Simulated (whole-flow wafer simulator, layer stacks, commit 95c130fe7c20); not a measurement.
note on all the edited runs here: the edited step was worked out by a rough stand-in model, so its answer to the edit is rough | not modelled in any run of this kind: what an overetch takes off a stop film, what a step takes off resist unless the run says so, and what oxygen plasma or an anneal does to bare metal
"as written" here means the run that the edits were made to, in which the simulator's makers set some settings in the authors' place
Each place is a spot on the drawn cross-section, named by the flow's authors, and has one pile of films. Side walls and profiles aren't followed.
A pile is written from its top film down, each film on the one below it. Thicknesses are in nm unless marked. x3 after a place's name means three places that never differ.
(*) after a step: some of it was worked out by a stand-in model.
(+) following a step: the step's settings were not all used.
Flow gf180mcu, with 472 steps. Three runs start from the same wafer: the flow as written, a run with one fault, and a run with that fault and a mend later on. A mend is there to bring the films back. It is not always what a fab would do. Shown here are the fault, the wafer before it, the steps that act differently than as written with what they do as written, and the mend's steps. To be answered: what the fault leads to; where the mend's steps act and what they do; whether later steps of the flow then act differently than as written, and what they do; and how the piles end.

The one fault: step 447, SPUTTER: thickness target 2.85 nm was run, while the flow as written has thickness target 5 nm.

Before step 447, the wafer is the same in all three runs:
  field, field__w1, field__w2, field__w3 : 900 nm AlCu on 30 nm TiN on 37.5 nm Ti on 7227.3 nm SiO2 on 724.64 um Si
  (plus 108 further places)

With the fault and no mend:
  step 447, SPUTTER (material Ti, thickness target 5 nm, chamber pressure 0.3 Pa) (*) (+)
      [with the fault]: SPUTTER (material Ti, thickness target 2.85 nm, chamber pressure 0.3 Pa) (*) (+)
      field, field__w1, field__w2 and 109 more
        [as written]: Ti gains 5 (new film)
        [with the fault]: Ti gains 2.85 (new film)
  Steps later in the flow that act otherwise than as written (not shown: 4 more steps that differ only slightly, by at most 2% or 0.5 nm, whichever is larger):
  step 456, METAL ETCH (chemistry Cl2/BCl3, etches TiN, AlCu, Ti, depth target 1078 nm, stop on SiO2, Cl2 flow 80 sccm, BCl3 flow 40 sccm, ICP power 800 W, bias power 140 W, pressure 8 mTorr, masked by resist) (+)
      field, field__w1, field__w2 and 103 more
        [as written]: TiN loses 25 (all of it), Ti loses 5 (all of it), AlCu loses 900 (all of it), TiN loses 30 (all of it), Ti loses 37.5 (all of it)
        [with the fault]: TiN loses 25 (all of it), Ti loses 2.85 (all of it), AlCu loses 900 (all of it), TiN loses 30 (all of it), Ti loses 37.5 (all of it)
  The piles end different from the flow's at field__w8, contact, m1, m1__w1, pad, m1_nw by more than 2% or 0.5 nm, whichever is larger.
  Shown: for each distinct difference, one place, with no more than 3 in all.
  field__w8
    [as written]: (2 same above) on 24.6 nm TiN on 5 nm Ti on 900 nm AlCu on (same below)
    [with the fault]: (2 same above) on 24.6 nm TiN on 2.85 nm Ti on 900 nm AlCu on (same below)
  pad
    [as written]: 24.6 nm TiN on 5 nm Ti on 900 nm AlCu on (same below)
    [with the fault]: 24.6 nm TiN on 2.85 nm Ti on 900 nm AlCu on (same below)

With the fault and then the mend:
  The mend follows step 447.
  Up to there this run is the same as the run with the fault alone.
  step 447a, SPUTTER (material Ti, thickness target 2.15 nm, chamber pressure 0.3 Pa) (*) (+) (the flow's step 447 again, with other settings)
      field, field__w1, field__w2 and 109 more
        Ti gains 2.15
  Later steps of the flow that are run all act as written at every place that is followed.
  At every place that both follow, the piles at the end match the flow's.
